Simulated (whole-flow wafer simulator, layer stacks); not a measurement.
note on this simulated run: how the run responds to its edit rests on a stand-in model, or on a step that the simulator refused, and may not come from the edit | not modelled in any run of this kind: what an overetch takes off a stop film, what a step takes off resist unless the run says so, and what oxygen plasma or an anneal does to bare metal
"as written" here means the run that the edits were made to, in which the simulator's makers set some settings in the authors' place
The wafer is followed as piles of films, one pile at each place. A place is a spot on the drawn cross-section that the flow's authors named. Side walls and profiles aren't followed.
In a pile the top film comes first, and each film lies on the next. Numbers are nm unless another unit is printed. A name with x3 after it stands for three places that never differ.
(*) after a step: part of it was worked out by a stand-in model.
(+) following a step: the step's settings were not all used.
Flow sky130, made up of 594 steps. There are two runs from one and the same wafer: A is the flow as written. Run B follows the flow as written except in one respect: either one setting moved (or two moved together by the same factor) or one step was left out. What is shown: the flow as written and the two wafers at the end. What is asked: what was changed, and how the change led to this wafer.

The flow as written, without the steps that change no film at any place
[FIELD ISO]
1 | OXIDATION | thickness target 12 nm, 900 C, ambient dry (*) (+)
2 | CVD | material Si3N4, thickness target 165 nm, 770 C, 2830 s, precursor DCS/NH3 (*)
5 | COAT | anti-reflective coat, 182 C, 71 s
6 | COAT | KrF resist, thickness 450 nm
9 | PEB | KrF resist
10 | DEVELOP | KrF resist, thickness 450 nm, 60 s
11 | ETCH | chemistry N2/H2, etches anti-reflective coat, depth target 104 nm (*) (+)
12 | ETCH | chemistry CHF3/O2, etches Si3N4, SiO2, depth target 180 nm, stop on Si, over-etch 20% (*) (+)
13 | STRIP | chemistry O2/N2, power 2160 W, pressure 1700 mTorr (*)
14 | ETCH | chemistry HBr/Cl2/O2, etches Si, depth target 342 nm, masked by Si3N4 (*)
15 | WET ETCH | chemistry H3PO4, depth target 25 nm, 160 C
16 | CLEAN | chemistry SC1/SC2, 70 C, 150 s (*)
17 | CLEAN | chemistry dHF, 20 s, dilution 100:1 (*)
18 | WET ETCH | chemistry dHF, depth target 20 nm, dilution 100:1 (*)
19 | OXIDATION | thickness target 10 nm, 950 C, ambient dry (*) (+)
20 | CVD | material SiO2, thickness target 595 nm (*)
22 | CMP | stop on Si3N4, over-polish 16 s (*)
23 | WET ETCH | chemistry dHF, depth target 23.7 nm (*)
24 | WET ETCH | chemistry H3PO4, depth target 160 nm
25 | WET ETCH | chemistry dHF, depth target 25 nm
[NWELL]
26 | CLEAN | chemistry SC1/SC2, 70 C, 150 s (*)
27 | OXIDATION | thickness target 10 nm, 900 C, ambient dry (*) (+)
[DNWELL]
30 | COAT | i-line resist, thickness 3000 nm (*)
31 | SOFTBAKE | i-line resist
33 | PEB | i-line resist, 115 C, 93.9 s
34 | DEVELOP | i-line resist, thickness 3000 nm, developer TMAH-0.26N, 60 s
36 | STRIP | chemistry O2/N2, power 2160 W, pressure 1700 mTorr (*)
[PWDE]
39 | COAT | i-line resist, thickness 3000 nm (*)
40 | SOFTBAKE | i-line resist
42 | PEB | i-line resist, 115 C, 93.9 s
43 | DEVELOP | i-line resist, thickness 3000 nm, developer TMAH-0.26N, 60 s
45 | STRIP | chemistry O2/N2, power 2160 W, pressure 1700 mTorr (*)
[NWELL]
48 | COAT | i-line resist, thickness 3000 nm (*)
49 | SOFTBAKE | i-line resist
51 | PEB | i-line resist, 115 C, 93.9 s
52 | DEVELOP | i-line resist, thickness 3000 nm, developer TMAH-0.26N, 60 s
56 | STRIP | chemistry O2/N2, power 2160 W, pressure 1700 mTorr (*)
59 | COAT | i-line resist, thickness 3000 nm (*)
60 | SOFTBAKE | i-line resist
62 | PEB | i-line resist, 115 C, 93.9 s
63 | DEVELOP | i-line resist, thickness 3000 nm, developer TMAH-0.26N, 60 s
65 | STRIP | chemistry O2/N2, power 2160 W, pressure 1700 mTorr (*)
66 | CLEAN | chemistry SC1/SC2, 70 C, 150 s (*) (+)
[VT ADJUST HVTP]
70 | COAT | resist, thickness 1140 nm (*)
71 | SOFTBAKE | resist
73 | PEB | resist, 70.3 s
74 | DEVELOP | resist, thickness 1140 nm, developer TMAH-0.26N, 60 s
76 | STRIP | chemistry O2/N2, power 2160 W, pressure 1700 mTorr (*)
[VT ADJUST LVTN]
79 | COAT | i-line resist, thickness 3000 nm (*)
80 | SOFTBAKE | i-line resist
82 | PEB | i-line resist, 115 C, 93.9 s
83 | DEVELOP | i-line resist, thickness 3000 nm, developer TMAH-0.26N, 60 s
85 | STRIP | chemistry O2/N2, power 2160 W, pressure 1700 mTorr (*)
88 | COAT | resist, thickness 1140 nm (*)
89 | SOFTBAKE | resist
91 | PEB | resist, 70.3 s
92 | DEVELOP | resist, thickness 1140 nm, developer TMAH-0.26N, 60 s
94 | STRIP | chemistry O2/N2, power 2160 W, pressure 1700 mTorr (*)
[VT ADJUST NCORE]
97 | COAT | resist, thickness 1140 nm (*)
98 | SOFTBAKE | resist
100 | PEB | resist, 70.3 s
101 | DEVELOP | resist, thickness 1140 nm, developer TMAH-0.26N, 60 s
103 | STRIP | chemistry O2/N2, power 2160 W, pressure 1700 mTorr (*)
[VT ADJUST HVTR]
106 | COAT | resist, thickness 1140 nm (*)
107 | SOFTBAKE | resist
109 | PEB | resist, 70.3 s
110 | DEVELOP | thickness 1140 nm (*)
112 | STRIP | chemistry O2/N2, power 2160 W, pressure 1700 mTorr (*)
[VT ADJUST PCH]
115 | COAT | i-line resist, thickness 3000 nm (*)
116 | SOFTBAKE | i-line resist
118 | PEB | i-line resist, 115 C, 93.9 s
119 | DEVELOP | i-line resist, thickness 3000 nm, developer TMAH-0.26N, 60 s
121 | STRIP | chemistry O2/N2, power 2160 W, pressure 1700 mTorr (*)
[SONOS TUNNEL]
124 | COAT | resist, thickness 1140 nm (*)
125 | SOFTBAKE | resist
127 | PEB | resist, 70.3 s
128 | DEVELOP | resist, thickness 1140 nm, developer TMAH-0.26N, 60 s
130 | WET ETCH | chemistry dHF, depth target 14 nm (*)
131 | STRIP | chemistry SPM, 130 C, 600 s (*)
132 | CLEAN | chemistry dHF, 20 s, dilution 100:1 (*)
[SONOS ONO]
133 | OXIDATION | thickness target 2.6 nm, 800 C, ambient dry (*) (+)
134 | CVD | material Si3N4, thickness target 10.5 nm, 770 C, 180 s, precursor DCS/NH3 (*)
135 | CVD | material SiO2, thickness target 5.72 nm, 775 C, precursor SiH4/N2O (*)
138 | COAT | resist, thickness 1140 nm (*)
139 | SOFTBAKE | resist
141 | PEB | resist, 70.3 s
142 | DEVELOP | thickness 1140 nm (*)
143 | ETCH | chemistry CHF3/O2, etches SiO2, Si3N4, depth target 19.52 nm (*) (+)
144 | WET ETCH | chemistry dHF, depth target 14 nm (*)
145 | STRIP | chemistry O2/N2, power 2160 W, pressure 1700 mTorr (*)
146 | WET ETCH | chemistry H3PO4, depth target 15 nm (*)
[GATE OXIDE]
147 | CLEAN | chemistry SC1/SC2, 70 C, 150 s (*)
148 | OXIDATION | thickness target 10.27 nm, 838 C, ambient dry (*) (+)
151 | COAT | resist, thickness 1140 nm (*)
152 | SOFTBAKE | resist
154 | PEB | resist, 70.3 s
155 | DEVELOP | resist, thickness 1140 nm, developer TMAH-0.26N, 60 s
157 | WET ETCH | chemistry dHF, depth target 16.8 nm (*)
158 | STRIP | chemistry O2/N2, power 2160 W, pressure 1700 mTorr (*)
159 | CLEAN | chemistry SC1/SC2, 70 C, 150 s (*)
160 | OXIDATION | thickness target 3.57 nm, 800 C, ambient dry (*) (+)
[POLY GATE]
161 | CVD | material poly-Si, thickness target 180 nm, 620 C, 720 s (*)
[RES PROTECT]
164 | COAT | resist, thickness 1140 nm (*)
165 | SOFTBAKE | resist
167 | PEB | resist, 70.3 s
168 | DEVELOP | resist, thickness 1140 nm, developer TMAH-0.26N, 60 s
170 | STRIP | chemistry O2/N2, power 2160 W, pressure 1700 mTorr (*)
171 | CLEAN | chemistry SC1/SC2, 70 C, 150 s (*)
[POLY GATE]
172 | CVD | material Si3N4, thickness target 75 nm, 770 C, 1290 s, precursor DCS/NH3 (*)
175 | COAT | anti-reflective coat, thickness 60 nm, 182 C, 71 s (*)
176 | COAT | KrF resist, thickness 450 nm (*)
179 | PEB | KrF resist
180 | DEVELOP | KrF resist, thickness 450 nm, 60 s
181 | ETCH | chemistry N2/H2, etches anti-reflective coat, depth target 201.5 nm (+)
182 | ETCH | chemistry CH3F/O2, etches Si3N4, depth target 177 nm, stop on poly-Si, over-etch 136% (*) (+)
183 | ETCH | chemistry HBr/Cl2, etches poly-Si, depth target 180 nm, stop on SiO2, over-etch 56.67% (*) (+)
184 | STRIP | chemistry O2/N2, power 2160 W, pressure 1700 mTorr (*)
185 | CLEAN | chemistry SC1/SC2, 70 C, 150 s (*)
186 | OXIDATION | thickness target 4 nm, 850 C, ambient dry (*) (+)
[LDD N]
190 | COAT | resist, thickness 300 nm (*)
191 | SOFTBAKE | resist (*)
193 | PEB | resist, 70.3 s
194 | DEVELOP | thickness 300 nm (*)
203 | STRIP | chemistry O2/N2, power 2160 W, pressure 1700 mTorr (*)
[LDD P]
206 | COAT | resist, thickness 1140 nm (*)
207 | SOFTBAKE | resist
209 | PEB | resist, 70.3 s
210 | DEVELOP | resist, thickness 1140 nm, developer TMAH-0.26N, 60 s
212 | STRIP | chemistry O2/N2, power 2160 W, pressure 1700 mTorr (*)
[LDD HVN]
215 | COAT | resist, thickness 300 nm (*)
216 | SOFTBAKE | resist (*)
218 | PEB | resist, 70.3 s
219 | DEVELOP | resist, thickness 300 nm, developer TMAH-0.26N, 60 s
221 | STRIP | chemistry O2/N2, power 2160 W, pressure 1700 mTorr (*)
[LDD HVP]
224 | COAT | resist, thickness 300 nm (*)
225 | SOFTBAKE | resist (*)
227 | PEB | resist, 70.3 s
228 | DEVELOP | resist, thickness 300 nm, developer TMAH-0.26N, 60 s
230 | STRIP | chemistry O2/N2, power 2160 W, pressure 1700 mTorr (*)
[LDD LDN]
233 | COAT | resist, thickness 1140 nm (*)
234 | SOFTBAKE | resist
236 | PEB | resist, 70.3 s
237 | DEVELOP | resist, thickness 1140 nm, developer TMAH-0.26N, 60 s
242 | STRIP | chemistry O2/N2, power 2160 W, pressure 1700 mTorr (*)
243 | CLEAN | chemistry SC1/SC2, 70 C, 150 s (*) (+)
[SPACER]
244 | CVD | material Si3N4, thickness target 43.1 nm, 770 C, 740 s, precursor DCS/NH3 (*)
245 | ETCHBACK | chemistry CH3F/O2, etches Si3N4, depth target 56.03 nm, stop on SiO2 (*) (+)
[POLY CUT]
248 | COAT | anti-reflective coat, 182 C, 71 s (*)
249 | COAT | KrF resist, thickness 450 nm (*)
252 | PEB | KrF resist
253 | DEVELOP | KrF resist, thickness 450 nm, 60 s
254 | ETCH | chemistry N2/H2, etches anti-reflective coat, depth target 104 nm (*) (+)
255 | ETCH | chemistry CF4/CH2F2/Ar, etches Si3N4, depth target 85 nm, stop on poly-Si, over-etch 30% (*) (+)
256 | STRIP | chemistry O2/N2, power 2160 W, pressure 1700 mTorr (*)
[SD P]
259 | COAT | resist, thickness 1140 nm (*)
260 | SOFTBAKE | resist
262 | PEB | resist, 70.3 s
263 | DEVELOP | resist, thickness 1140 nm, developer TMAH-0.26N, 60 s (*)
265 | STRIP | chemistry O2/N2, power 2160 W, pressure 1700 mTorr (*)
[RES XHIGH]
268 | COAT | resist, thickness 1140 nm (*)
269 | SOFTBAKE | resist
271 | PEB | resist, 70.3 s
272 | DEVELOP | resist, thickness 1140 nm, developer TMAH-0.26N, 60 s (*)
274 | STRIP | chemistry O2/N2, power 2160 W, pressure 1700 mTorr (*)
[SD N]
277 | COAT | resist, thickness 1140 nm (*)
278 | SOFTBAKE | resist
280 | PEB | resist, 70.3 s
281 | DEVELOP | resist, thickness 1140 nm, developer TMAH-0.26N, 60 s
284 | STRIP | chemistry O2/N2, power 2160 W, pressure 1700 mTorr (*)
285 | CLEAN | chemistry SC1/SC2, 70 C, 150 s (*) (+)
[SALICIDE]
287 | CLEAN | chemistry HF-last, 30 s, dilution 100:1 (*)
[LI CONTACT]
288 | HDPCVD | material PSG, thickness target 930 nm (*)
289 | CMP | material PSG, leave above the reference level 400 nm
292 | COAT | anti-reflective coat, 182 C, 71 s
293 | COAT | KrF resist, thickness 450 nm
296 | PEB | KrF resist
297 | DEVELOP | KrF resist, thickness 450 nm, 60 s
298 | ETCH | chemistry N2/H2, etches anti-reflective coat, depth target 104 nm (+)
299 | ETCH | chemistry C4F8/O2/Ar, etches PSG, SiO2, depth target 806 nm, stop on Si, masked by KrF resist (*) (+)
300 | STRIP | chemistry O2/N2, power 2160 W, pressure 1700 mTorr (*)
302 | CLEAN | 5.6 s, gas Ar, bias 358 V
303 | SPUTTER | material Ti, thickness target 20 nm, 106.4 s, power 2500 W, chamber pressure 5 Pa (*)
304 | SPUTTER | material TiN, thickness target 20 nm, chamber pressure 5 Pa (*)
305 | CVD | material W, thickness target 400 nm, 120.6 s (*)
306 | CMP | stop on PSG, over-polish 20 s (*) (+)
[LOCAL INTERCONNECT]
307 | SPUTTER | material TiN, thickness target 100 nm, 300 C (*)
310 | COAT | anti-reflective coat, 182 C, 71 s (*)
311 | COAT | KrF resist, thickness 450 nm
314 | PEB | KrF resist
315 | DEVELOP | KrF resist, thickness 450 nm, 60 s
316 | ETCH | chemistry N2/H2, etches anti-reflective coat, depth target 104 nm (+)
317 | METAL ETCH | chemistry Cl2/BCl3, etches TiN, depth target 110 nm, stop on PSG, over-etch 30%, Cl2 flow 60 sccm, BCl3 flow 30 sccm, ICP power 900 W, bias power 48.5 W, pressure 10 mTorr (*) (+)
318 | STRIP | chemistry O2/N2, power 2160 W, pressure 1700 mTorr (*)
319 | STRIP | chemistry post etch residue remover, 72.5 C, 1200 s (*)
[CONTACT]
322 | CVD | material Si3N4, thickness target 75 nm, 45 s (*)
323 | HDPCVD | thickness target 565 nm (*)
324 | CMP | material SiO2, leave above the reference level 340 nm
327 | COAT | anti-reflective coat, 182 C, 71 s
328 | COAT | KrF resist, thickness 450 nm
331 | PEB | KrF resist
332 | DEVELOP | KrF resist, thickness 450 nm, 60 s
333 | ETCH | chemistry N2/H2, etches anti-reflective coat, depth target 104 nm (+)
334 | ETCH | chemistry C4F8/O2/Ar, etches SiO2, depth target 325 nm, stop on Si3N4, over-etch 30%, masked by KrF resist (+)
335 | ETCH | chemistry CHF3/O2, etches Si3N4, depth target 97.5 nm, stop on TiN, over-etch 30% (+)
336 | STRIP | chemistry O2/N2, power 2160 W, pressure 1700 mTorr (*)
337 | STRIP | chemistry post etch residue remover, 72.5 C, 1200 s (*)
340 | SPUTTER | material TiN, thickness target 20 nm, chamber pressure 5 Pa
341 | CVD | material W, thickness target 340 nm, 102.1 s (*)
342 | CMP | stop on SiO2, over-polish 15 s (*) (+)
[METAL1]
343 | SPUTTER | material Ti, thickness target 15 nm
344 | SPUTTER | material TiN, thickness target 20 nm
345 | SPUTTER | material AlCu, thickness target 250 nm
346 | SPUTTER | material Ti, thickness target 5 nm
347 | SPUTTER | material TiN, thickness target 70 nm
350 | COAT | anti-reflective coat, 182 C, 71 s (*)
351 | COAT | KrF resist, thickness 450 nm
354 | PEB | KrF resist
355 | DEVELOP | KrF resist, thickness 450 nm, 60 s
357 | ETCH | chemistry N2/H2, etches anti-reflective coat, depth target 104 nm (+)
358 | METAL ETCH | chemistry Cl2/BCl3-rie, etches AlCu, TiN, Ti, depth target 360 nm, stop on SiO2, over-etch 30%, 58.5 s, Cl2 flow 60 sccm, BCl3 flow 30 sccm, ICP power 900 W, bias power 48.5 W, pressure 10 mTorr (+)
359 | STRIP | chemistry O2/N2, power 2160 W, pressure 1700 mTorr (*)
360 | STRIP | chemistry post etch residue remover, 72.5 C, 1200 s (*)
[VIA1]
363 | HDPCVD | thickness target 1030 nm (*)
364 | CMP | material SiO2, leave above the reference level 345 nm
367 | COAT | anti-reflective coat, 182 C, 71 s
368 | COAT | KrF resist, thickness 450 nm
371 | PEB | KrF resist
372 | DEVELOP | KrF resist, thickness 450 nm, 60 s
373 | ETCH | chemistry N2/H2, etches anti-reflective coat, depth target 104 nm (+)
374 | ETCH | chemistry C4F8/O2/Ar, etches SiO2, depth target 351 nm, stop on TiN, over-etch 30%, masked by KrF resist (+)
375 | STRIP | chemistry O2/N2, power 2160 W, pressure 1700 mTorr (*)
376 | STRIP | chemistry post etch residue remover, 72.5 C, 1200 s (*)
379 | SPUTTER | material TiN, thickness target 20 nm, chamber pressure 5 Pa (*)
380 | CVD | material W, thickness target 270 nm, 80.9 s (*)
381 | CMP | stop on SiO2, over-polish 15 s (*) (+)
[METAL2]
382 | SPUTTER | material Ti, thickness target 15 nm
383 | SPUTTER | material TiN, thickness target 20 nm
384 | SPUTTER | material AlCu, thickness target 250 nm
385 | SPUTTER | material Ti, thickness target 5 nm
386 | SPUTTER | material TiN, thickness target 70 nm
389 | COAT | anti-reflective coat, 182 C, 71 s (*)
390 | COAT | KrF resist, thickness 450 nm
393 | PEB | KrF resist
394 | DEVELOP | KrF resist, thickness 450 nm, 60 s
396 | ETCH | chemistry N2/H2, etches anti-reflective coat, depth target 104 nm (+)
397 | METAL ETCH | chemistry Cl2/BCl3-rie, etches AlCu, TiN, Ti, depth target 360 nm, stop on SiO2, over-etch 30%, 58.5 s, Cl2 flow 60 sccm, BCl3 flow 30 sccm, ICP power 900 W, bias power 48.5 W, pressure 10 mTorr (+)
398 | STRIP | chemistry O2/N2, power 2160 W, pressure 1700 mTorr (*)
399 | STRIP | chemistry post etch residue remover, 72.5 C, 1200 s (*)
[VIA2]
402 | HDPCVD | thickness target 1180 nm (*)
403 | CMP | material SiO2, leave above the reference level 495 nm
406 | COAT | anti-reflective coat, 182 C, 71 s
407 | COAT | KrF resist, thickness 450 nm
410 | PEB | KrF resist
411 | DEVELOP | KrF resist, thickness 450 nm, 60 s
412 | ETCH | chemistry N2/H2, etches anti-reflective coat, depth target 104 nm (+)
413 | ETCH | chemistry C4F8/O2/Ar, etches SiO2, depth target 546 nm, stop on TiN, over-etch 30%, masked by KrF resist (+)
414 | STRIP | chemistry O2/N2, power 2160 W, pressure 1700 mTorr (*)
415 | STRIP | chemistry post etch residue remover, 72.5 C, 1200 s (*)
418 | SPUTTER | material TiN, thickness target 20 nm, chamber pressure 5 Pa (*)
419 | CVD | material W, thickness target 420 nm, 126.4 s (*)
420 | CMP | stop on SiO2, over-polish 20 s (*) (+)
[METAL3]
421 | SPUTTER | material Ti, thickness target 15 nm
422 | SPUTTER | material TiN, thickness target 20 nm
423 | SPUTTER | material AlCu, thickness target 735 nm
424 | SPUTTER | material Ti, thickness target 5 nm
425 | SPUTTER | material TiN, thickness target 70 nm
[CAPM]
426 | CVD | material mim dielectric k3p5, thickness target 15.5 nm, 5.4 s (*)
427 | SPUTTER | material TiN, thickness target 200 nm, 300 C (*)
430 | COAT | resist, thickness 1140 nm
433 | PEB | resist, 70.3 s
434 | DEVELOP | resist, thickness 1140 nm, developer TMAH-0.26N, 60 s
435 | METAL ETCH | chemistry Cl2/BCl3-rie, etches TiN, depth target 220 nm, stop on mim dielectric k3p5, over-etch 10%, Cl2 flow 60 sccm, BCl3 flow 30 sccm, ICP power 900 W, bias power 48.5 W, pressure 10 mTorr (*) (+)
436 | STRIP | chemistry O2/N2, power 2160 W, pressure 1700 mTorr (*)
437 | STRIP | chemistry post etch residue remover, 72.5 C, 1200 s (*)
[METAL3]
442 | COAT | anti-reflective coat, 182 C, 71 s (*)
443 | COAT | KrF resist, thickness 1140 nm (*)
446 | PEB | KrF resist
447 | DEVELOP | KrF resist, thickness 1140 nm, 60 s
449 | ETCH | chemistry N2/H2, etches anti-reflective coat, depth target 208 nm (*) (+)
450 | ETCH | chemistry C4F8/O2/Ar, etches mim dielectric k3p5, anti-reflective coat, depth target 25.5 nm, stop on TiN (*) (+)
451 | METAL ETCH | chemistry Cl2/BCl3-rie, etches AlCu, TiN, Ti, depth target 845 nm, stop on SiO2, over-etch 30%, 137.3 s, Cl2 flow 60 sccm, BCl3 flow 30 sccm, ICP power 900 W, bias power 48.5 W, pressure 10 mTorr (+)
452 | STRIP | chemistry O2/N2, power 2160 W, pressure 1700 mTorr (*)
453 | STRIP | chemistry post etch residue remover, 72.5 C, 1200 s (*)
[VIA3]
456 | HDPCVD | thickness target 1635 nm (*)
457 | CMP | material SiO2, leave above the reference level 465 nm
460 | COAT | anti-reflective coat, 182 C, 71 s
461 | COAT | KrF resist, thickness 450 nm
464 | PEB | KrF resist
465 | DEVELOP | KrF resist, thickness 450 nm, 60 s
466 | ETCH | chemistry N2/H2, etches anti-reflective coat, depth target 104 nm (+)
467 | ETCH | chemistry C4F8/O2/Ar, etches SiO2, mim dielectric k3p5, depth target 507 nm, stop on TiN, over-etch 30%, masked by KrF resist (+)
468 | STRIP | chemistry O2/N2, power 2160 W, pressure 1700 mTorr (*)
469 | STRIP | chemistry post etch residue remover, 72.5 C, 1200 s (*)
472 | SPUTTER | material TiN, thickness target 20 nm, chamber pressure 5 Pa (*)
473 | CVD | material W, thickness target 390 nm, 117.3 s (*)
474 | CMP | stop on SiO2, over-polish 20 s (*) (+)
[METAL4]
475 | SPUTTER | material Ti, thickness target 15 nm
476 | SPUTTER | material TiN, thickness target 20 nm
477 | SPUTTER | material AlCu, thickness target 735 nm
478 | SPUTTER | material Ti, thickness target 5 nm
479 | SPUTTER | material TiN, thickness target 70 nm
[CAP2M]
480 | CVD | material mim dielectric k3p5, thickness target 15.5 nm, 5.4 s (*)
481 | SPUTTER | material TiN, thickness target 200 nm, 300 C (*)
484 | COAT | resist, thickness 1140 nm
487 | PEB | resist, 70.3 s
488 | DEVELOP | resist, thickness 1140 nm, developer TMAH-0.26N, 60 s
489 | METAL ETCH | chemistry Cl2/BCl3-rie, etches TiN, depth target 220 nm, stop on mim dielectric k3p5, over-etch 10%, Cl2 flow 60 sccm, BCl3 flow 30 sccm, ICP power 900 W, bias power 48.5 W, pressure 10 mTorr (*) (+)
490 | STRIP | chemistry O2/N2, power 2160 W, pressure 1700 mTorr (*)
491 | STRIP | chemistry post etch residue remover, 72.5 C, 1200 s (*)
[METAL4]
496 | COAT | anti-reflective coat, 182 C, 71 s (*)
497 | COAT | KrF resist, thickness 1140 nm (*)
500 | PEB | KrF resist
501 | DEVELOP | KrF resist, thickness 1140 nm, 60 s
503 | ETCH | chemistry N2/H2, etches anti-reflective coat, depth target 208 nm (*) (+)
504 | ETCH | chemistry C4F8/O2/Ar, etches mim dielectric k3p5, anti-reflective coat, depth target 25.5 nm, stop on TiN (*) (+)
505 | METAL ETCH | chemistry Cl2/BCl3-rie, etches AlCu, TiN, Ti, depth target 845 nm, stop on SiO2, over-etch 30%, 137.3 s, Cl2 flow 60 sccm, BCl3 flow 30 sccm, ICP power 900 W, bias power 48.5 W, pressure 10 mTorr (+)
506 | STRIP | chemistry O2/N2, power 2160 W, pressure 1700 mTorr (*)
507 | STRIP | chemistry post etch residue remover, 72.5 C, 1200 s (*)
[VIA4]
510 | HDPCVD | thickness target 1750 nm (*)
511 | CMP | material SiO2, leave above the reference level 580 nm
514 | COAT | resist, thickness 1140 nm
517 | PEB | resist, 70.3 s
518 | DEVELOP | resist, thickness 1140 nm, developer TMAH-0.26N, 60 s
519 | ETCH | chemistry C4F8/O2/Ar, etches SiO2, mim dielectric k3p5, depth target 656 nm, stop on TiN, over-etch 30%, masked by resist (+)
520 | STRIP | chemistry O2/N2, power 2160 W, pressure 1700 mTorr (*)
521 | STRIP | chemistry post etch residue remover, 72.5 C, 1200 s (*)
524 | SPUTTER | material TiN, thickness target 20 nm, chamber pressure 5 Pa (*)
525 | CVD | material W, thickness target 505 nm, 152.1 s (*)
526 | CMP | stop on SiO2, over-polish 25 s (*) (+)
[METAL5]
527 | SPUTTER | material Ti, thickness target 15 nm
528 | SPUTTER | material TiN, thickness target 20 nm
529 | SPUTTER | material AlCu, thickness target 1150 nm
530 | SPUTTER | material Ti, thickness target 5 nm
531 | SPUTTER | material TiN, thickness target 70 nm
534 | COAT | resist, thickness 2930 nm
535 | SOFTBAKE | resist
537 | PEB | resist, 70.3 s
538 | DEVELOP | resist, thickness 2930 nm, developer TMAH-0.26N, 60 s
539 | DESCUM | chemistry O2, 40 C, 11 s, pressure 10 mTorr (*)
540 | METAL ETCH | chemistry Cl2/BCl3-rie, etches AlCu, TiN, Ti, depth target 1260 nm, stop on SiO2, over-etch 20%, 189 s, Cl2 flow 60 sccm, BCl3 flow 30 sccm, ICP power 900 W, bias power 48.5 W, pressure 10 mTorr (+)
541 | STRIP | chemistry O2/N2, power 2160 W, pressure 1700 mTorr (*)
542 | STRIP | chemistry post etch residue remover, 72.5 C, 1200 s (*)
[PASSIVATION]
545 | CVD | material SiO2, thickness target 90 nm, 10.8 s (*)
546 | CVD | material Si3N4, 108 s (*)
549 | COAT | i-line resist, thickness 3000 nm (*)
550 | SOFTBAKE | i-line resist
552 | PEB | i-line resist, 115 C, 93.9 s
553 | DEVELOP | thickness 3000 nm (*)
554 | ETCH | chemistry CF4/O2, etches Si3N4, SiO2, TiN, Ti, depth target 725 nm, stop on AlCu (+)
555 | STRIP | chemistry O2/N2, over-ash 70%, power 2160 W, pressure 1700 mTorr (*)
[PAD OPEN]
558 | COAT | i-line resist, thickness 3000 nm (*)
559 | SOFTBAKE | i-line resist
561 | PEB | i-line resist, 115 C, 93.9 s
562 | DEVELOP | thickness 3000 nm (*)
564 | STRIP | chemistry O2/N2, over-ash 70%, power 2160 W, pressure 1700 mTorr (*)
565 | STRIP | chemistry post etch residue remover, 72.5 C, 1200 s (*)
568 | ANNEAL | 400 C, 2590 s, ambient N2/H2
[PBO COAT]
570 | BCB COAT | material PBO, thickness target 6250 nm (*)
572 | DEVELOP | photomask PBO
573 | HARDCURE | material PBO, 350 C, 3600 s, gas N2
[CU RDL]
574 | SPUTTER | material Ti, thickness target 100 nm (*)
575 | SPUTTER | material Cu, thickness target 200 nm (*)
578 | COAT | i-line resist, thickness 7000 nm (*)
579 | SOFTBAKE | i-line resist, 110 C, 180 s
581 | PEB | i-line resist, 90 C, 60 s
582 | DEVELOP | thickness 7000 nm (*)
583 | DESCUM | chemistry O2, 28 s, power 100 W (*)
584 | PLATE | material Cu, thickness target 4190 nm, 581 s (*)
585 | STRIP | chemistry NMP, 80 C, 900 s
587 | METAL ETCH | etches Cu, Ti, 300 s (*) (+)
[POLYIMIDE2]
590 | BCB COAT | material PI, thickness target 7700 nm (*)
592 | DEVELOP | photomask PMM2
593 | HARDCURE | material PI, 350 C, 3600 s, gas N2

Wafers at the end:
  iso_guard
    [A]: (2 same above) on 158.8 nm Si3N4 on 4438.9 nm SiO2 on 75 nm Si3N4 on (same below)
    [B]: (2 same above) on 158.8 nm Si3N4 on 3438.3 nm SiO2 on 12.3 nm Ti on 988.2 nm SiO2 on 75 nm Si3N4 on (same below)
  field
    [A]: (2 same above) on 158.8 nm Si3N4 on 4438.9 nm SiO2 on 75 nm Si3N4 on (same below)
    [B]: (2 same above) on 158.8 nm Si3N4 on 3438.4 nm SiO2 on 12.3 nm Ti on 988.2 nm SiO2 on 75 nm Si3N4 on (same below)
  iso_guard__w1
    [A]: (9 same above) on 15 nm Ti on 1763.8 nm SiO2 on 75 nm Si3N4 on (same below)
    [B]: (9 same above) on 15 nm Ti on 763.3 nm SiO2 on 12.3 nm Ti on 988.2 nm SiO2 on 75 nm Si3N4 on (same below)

What caused this: step 397, METAL ETCH: depth target 266.4 nm was run, whereas the flow has depth target 360 nm; step 397, METAL ETCH: 43.3 s was run, where the flow has 58.5 s.

The path from the change to this, step by step:
  397 | METAL ETCH | chemistry Cl2/BCl3-rie, etches AlCu, TiN, Ti, depth target 360 nm, stop on SiO2, over-etch 30%, 58.5 s, Cl2 flow 60 sccm, BCl3 flow 30 sccm, ICP power 900 W, bias power 48.5 W, pressure 10 mTorr (+)
      iso_guard, vpp_sp, vpp_guard and 75 more: A -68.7 TiN (all of it), -5 Ti (all of it), -250 AlCu (all of it), -20 TiN (all of it), -15 Ti (all of it), -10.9 SiO2 | B -68.7 TiN (all of it), -5 Ti (all of it), -250 AlCu (all of it), -20 TiN (all of it), -2.65 Ti
      field, active, gate, spacer, sonos_cell, sonos_guard, sonos_guard_hv: A -68.7 TiN (all of it), -5 Ti (all of it), -250 AlCu (all of it), -20 TiN (all of it), -15 Ti (all of it), -10.9 SiO2 | B -68.7 TiN (all of it), -5 Ti (all of it), -250 AlCu (all of it), -20 TiN (all of it), -2.66 Ti
      (also at 106 further places)
  398 | STRIP | chemistry O2/N2, power 2160 W, pressure 1700 mTorr (*)
      gate_hv, mim, dice_street and 94 more: A -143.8 KrF resist (all of it), -80 anti-reflective coat (all of it) | B -204.7 KrF resist (all of it), -80 anti-reflective coat (all of it)
      n_well, p_well, sd_n, sd_p, pad, gate_p, vpp_tail: A -143.8 KrF resist (all of it), -80 anti-reflective coat (all of it) | B -204.6 KrF resist (all of it), -80 anti-reflective coat (all of it)
      (also at 2 further places)
  402 | HDPCVD | thickness target 1180 nm (*)
      field, active, gate and 82 more: A +1180 SiO2 | B +1180 SiO2 (new film)
  403 | CMP | material SiO2, leave above the reference level 495 nm
      field, active, gate and 82 more: A -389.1 SiO2 | B -412.3 SiO2
With metal films that touch counted as one body, iso_guard has 1 body; the flow as written gives 0 bodies.
With metal films that touch counted as one body, field has 1 body; the flow as written gives 0 bodies.
With metal films that touch counted as one body, iso_guard__w1 has 2 bodies (between them, from the top down: SiO2 763.3); the flow as written gives 1 body.
